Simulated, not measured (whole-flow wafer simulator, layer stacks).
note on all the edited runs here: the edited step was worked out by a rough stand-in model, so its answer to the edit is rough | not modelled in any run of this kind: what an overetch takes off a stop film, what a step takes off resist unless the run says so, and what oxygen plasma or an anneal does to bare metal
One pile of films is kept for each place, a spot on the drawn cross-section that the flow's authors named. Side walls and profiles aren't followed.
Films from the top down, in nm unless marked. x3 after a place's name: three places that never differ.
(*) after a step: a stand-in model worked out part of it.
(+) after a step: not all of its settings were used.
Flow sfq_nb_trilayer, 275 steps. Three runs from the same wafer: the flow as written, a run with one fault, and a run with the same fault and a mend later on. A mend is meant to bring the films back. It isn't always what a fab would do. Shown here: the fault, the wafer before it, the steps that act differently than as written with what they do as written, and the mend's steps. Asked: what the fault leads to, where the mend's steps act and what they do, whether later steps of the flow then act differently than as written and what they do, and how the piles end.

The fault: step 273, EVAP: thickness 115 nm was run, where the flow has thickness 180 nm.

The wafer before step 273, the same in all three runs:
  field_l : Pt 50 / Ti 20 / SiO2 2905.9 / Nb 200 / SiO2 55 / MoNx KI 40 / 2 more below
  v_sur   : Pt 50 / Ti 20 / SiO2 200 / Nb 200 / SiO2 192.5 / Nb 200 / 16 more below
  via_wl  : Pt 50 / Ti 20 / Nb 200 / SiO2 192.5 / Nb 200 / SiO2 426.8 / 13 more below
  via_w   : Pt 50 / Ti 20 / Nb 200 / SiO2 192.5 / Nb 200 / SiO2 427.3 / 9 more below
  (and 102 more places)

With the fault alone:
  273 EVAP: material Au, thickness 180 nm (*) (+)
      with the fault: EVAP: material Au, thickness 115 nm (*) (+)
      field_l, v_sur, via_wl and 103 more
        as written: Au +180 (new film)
        with the fault: Au +115 (new film)
  Later steps of the flow that act differently than as written:
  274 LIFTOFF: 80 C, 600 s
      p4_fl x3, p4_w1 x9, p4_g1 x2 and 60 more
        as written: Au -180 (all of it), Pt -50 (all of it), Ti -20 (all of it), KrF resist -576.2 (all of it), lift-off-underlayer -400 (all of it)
        with the fault: Au -115 (all of it), Pt -50 (all of it), Ti -20 (all of it), KrF resist -576.2 (all of it), lift-off-underlayer -400 (all of it)
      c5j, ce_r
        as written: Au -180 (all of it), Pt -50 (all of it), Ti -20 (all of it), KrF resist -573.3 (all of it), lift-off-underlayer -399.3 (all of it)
        with the fault: Au -115 (all of it), Pt -50 (all of it), Ti -20 (all of it), KrF resist -573.3 (all of it), lift-off-underlayer -399.3 (all of it)
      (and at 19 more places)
  At the end the piles differ from the flow's by more than 2% or 0.5 nm, whichever is larger, at field_l, v_sur, via_wl and 8 more.
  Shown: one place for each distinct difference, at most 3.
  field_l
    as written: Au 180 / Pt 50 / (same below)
    with the fault: Au 115 / Pt 50 / (same below)

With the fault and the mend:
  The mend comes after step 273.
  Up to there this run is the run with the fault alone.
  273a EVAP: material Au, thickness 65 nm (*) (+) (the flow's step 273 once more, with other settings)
      field_l, v_sur, via_wl and 103 more
        Au +65
  No later step of the flow acts differently than as written at any place that is followed.
  At the end the piles are the same as the flow's at every place that both follow.
